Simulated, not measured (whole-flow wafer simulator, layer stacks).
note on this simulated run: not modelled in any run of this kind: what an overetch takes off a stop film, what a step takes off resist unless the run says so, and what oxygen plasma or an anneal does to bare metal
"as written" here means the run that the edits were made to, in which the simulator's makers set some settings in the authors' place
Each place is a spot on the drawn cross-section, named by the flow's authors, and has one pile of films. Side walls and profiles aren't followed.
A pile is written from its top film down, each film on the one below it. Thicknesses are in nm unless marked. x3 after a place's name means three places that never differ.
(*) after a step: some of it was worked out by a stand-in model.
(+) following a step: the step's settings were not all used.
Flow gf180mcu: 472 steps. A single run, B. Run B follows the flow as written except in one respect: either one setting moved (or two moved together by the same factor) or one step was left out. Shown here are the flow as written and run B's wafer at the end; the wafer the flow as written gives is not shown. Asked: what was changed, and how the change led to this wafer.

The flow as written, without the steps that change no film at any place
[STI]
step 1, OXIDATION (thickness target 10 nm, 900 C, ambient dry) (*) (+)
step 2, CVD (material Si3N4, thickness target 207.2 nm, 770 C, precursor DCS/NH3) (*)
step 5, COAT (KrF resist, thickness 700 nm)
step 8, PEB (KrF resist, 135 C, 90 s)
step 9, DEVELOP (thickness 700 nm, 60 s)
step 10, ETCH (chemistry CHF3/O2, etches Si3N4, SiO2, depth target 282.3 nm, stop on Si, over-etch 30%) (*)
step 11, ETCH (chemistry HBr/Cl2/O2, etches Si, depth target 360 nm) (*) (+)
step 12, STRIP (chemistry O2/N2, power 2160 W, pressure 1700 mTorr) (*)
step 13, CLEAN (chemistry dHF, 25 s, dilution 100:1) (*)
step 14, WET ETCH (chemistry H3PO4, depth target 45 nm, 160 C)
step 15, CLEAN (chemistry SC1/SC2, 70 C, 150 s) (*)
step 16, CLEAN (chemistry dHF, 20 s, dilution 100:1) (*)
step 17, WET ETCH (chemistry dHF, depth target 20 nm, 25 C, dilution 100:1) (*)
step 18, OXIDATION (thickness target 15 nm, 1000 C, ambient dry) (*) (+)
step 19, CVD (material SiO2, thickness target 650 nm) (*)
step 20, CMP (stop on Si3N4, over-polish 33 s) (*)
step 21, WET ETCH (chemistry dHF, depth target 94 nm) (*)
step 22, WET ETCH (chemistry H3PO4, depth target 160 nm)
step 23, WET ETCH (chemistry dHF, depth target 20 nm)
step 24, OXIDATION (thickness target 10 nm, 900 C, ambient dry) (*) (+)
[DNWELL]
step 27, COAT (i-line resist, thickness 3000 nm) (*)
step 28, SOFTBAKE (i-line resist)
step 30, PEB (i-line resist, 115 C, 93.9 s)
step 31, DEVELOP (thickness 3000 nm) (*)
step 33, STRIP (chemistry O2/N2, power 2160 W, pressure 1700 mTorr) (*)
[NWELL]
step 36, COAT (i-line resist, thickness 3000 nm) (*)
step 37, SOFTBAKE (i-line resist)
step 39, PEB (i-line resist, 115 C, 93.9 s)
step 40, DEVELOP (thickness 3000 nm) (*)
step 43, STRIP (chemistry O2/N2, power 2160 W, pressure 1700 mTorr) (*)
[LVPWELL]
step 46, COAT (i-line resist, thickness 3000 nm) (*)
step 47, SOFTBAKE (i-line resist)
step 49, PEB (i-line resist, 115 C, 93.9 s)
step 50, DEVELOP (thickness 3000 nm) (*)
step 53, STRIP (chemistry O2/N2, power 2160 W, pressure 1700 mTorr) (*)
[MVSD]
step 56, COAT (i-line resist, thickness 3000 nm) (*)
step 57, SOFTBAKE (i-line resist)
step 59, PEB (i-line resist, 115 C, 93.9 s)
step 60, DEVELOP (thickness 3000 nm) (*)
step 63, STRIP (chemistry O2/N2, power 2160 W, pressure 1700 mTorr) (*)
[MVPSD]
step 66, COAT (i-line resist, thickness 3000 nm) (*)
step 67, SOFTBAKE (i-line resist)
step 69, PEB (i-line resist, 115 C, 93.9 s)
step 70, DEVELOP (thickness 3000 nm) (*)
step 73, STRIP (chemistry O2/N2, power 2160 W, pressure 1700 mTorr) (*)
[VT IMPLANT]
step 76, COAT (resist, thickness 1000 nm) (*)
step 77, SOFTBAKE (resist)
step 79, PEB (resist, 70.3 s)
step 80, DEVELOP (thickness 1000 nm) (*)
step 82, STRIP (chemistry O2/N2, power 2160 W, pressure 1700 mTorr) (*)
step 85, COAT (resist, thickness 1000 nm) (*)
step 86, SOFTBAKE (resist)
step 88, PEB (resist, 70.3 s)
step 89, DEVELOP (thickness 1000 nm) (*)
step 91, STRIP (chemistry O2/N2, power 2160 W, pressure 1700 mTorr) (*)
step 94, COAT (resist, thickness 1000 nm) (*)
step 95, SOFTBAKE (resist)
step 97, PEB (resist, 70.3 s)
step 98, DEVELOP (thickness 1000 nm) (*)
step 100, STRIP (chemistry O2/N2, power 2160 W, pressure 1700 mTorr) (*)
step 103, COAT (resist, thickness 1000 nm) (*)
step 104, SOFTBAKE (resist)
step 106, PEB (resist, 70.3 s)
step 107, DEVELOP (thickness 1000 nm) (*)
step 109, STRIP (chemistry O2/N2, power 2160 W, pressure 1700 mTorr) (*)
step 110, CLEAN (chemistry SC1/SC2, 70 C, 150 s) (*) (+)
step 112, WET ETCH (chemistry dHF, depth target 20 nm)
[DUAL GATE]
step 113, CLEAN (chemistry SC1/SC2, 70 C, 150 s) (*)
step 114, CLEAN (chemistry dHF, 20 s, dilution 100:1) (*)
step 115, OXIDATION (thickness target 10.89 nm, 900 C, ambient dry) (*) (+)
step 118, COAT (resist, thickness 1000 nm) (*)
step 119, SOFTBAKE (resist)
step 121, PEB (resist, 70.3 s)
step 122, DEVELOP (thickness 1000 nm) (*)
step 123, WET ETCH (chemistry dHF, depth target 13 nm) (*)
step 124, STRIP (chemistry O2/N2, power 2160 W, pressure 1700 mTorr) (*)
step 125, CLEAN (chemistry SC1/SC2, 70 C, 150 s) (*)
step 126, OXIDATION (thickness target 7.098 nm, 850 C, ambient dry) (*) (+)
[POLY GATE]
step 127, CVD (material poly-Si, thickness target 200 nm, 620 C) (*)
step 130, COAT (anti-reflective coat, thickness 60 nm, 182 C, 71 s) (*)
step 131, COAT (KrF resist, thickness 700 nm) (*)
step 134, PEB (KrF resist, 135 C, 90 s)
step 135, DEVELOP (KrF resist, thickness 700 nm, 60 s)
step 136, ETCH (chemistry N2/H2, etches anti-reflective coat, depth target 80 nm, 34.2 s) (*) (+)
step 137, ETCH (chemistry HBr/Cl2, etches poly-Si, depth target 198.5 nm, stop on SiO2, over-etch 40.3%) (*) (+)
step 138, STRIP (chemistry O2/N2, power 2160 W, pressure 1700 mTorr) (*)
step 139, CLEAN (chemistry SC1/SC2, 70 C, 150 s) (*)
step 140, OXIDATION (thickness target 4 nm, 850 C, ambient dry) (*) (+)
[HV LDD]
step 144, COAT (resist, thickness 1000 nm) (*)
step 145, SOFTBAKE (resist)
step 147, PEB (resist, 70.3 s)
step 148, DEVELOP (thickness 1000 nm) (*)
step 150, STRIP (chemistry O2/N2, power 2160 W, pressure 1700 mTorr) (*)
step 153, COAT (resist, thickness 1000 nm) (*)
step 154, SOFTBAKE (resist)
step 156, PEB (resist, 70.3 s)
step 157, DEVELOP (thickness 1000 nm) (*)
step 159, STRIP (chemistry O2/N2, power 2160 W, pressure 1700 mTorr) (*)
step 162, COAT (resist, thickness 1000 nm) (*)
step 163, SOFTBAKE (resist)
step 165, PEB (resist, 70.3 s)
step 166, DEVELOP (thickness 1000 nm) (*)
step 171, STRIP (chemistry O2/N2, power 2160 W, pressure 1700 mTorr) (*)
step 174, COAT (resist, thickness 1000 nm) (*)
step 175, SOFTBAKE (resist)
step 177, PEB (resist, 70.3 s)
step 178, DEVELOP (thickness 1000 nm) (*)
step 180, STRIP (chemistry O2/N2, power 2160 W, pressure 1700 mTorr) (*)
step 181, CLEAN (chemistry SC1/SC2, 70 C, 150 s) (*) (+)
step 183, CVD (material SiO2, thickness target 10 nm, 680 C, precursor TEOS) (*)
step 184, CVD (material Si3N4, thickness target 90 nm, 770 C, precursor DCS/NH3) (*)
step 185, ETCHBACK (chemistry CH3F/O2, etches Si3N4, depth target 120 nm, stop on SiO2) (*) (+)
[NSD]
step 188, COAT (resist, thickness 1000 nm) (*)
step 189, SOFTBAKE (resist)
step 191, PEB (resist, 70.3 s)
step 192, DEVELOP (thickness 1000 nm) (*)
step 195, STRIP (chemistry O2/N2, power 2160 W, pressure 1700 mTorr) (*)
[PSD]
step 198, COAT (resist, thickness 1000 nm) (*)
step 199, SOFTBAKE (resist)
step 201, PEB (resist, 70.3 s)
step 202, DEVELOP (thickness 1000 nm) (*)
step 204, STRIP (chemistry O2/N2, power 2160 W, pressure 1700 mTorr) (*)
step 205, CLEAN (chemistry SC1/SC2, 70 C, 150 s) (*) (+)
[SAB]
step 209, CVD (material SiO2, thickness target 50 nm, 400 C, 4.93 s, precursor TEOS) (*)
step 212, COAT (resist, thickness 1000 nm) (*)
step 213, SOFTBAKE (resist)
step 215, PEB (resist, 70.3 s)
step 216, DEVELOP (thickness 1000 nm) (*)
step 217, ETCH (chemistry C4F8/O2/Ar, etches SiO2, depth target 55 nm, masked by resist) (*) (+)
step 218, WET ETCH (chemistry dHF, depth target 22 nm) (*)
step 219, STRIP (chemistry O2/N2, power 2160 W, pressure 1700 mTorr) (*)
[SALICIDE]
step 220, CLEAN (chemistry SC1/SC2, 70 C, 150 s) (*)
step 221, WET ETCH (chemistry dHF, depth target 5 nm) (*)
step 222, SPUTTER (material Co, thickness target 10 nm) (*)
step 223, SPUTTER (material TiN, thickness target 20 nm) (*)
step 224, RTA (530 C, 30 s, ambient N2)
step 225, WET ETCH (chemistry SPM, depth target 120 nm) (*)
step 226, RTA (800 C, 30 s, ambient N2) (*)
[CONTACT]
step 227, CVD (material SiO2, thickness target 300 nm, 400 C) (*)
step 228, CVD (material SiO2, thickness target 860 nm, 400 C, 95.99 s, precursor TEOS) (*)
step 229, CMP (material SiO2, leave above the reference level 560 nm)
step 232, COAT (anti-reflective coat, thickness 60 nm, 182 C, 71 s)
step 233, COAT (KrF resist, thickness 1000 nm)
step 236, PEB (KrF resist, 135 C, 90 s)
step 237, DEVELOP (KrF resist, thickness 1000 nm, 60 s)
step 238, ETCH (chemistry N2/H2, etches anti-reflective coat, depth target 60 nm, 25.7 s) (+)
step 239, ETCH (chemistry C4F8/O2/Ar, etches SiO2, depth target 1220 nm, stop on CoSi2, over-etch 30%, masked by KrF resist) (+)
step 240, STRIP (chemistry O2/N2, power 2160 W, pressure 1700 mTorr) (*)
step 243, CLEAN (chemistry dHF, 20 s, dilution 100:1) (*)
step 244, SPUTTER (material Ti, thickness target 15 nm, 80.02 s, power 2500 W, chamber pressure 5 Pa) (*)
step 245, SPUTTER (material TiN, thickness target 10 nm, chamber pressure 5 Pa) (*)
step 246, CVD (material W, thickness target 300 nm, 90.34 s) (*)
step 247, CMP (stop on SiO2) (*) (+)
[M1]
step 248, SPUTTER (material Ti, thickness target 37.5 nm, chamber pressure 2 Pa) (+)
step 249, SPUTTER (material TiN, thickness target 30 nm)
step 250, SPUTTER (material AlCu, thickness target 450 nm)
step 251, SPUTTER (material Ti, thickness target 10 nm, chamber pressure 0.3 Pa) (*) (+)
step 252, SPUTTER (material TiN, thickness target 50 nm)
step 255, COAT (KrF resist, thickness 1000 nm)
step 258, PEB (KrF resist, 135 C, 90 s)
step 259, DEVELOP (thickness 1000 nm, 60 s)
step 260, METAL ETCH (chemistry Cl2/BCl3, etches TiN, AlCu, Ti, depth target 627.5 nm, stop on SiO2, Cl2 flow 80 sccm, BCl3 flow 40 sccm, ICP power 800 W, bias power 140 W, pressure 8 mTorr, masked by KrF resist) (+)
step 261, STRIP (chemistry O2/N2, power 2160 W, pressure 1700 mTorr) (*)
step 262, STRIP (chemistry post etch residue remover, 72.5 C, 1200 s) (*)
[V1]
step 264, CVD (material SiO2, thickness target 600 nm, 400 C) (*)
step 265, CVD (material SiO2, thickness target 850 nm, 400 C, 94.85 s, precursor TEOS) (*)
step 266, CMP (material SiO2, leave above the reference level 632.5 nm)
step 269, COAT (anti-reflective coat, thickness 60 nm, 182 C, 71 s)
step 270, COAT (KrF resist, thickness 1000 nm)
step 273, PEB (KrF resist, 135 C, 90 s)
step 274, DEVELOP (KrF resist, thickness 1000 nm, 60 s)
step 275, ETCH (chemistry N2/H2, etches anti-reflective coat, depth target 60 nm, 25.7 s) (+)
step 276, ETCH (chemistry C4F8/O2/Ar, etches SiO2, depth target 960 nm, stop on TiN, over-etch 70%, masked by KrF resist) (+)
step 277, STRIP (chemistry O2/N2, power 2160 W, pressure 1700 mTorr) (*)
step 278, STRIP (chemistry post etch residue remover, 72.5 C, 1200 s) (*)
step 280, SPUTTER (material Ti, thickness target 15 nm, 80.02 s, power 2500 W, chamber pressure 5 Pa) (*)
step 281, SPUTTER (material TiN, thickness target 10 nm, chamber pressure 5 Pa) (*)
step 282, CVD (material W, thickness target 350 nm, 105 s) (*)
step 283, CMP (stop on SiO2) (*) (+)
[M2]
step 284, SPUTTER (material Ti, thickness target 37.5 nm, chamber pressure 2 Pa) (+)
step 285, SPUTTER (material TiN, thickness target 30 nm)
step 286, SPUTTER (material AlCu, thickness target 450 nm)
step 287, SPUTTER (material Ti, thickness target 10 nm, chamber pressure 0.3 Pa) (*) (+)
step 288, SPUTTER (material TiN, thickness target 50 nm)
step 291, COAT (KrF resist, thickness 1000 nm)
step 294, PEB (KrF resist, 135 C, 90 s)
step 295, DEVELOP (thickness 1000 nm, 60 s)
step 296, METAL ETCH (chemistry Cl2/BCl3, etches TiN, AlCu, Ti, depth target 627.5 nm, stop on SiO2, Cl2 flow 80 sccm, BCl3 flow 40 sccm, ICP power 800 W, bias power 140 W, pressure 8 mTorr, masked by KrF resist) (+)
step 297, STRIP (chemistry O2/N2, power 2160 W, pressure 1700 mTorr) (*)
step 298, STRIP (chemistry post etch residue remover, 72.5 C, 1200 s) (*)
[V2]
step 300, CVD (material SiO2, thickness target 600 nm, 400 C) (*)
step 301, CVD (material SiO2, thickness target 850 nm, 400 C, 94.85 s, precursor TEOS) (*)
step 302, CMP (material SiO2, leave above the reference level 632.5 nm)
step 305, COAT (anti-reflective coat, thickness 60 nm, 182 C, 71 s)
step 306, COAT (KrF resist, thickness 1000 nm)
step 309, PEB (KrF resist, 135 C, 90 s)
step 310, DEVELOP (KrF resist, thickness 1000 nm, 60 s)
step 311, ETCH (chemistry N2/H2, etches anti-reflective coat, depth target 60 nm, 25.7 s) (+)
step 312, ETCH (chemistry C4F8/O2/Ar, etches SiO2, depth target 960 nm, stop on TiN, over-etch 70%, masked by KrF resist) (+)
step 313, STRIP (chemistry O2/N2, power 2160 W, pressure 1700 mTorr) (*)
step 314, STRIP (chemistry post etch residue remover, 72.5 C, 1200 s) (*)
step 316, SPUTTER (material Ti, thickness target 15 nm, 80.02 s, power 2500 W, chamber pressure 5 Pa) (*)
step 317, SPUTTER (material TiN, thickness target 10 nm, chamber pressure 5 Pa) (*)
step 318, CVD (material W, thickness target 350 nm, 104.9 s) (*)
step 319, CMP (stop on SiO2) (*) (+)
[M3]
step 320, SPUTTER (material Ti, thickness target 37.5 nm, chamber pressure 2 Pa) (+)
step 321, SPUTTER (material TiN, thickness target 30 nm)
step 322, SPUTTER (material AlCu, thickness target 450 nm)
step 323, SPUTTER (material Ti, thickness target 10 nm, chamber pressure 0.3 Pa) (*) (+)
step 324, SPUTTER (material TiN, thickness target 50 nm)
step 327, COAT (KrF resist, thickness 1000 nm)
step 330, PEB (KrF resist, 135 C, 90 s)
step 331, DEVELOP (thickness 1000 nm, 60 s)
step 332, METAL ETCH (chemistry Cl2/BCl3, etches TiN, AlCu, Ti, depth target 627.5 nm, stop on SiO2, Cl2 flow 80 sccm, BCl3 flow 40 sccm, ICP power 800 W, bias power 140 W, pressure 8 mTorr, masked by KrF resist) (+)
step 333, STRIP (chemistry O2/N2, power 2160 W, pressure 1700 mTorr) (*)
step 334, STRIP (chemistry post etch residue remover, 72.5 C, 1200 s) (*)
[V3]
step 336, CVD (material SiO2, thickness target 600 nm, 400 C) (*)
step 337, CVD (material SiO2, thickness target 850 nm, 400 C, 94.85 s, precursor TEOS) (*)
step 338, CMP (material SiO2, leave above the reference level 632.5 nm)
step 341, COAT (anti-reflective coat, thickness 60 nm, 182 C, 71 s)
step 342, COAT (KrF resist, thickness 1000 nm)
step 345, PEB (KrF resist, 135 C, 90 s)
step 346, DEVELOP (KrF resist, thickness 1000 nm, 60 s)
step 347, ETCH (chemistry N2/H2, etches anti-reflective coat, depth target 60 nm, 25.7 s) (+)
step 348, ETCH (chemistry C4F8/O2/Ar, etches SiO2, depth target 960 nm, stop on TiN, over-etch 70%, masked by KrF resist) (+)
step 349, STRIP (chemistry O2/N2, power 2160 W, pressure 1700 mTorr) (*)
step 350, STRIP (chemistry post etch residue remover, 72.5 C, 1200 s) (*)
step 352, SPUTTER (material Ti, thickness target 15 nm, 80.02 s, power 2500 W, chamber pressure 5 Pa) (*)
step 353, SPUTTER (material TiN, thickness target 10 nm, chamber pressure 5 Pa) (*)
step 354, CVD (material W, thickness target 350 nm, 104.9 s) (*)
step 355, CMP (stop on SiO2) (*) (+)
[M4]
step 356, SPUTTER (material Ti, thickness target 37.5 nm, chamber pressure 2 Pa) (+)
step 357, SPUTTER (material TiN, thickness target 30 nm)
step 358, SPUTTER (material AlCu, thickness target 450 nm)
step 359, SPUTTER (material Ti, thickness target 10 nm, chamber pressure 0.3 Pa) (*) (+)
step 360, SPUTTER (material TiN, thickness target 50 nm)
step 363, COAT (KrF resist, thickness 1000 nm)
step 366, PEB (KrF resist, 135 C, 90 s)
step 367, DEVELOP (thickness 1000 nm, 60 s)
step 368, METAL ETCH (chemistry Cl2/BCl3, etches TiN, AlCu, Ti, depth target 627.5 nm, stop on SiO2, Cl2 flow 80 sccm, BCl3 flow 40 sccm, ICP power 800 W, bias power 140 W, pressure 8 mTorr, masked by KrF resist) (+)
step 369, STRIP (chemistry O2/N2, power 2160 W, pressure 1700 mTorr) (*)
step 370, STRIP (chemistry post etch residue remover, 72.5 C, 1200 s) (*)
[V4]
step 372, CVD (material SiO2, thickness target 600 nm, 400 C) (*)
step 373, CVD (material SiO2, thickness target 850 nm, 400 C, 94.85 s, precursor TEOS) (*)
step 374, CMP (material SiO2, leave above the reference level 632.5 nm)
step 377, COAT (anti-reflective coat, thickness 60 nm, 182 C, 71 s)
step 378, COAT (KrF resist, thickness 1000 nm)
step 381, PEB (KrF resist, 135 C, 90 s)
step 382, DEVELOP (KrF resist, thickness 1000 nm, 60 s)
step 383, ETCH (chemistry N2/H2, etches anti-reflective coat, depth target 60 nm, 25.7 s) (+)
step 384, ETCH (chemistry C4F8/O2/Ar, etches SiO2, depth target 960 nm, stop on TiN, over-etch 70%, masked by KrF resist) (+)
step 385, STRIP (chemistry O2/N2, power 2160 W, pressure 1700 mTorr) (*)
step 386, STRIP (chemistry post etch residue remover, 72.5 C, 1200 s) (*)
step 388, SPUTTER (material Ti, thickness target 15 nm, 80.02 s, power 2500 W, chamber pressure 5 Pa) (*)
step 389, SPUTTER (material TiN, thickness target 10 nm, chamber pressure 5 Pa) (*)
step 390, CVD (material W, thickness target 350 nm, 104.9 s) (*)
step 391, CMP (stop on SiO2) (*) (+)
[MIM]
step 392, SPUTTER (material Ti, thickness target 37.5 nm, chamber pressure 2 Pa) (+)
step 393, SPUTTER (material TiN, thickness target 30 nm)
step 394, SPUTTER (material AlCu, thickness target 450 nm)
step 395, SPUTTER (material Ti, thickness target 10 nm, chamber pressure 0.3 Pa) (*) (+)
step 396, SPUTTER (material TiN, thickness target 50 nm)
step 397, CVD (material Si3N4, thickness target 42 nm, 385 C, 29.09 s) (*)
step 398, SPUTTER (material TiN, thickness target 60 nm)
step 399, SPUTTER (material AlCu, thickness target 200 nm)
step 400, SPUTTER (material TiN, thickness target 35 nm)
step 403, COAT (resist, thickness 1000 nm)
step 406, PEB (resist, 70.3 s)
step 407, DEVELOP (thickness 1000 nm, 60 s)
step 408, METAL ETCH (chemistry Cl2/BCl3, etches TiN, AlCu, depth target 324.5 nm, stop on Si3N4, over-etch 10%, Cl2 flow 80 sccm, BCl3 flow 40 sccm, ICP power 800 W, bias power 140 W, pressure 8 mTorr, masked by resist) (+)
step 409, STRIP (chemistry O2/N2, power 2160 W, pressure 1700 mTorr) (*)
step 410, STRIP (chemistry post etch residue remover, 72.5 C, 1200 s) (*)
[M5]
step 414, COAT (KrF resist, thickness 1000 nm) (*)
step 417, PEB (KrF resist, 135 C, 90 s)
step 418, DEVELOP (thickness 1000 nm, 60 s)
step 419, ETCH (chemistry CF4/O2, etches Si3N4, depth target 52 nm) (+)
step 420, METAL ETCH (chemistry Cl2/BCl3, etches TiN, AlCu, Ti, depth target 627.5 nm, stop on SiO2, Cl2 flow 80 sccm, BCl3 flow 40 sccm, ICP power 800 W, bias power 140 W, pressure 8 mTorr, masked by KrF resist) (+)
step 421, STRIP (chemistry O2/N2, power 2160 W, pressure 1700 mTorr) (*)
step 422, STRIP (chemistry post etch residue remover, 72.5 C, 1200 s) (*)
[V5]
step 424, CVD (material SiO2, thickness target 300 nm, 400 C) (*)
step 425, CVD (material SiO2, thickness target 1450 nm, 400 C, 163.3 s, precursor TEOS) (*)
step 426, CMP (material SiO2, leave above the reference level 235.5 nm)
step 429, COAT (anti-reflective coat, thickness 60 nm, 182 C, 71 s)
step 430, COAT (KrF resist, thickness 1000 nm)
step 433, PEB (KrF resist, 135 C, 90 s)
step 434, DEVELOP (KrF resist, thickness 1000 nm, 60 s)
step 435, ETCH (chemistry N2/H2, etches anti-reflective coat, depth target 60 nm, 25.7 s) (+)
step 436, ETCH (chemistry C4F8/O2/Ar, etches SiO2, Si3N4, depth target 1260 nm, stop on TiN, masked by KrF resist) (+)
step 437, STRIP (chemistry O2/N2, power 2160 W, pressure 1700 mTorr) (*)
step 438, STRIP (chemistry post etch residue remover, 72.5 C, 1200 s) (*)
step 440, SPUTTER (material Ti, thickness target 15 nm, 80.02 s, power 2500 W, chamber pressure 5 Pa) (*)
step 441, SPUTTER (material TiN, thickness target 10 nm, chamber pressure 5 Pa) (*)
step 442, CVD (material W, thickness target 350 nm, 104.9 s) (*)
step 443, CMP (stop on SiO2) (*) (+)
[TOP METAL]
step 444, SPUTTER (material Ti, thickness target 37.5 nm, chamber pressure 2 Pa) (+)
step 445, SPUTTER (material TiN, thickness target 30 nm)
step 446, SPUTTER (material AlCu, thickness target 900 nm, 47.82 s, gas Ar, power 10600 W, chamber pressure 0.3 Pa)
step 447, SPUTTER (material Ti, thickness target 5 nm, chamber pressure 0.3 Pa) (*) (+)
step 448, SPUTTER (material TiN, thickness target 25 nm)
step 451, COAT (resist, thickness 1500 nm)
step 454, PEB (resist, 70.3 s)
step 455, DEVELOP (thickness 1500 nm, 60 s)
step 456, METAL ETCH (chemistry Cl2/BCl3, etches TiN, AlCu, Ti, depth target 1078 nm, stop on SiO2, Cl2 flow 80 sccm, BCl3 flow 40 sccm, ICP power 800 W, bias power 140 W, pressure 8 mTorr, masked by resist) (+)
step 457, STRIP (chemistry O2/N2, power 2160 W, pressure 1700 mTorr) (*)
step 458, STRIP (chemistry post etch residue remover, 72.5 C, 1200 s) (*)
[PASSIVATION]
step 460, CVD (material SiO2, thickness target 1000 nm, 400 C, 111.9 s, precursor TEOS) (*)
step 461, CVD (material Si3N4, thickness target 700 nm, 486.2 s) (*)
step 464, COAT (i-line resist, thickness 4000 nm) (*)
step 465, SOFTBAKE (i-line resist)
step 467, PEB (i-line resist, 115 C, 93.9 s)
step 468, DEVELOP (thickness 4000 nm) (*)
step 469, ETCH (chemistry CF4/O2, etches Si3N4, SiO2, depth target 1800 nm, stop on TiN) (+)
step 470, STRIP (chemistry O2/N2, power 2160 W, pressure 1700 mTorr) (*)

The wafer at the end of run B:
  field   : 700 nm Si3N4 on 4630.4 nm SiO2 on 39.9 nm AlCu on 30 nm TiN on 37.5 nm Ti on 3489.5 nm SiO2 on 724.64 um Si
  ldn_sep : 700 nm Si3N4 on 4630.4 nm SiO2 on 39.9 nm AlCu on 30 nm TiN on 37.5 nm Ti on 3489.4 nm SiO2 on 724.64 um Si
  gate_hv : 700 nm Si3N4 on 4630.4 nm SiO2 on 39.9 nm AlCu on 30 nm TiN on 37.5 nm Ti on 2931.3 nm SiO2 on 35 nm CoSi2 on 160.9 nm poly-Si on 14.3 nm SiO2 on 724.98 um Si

Cause: step 332, METAL ETCH: depth target 464.4 nm was run, whereas the flow has depth target 627.5 nm.

How this came from the change, step by step:
  step 332, METAL ETCH (chemistry Cl2/BCl3, etches TiN, AlCu, Ti, depth target 627.5 nm, stop on SiO2, Cl2 flow 80 sccm, BCl3 flow 40 sccm, ICP power 800 W, bias power 140 W, pressure 8 mTorr, masked by KrF resist) (+)
      field, field__w1, field__w2 and 103 more: TiN loses 50 (all of it), Ti loses 10 (all of it), AlCu loses 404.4 (it would be, as written: TiN loses 50 (all of it), Ti loses 10 (all of it), AlCu loses 450 (all of it), TiN loses 30 (all of it), Ti loses 37.5 (all of it))
      field__w8, contact, m1, m1__w1, m1_nw: KrF resist loses 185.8 (it would be, as written: KrF resist loses 251)
  step 333, STRIP (chemistry O2/N2, power 2160 W, pressure 1700 mTorr) (*)
      field__w8, contact, m1, m1__w1, m1_nw: KrF resist loses 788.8 (all of it) (it would be, as written: KrF resist loses 723.5 (all of it))
  step 334, STRIP (chemistry post etch residue remover, 72.5 C, 1200 s) (*)
      field, field__w1, field__w2 and 103 more: AlCu loses 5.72 (it would be, as written: nothing)
  step 336, CVD (material SiO2, thickness target 600 nm, 400 C) (*)
      field, field__w1, field__w2 and 103 more: SiO2 gains 600 (new film) (it would be, as written: SiO2 gains 600)
  step 338, CMP (material SiO2, leave above the reference level 632.5 nm)
      field, field__w1, field__w2 and 103 more: SiO2 loses 407.4 (it would be, as written: SiO2 loses 300)
Taking metal films that touch as one body, field has 1 body; the flow as written gives 0 bodies.
Taking metal films that touch as one body, ldn_sep has 1 body; the flow as written gives 0 bodies.
Taking metal films that touch as one body, gate_hv has 2 bodies (between them, from the top down: SiO2 2931.3); the flow as written gives 1 body.
